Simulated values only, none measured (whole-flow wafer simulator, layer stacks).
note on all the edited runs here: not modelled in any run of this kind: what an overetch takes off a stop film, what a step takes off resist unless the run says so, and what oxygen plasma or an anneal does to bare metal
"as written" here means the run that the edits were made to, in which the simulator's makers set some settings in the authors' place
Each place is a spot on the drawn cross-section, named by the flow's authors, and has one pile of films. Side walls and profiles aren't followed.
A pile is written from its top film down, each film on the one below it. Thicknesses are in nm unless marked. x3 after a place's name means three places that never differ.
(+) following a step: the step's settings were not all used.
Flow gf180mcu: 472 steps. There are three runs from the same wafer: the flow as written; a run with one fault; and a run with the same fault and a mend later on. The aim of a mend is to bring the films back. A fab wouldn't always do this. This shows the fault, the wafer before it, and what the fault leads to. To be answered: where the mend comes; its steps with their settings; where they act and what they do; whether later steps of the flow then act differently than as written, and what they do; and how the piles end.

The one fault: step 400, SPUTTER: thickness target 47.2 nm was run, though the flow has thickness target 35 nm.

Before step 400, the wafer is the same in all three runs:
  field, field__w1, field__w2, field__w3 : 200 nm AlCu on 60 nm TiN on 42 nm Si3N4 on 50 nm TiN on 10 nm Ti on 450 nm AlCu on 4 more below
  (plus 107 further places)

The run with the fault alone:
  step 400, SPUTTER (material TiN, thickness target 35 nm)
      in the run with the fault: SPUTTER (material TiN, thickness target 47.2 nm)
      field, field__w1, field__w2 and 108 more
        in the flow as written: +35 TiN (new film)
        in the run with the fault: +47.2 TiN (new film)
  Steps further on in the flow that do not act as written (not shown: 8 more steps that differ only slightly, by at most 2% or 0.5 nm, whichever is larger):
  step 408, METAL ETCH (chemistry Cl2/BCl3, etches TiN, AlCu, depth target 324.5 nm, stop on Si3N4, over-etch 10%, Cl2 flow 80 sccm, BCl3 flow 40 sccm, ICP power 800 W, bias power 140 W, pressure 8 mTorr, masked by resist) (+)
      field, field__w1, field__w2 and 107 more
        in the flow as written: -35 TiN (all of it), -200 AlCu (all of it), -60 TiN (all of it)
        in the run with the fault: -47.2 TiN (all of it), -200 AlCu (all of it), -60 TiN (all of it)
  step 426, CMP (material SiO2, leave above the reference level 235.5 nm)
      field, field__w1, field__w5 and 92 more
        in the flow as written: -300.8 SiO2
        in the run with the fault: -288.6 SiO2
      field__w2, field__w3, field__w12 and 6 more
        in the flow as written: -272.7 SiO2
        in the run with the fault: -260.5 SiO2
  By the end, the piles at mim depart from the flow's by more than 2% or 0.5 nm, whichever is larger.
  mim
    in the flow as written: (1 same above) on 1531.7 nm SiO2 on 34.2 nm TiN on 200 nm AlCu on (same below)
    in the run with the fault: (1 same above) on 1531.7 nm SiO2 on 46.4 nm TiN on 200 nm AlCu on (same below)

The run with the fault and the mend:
  After step 400 comes the mend.
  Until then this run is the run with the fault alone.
  step 400a, METAL ETCH (chemistry Cl2/BCl3, etches TiN, AlCu, Ti, depth target 12.2 nm, Cl2 flow 80 sccm, BCl3 flow 40 sccm, ICP power 800 W, bias power 140 W, pressure 8 mTorr) (the flow's step 260, run once more with other settings)
      field, field__w1, field__w2 and 108 more
        -12.2 TiN
  Every later step of the flow that is run acts as written at every place that is followed.
  At every place that both follow, the piles at the end match the flow's.
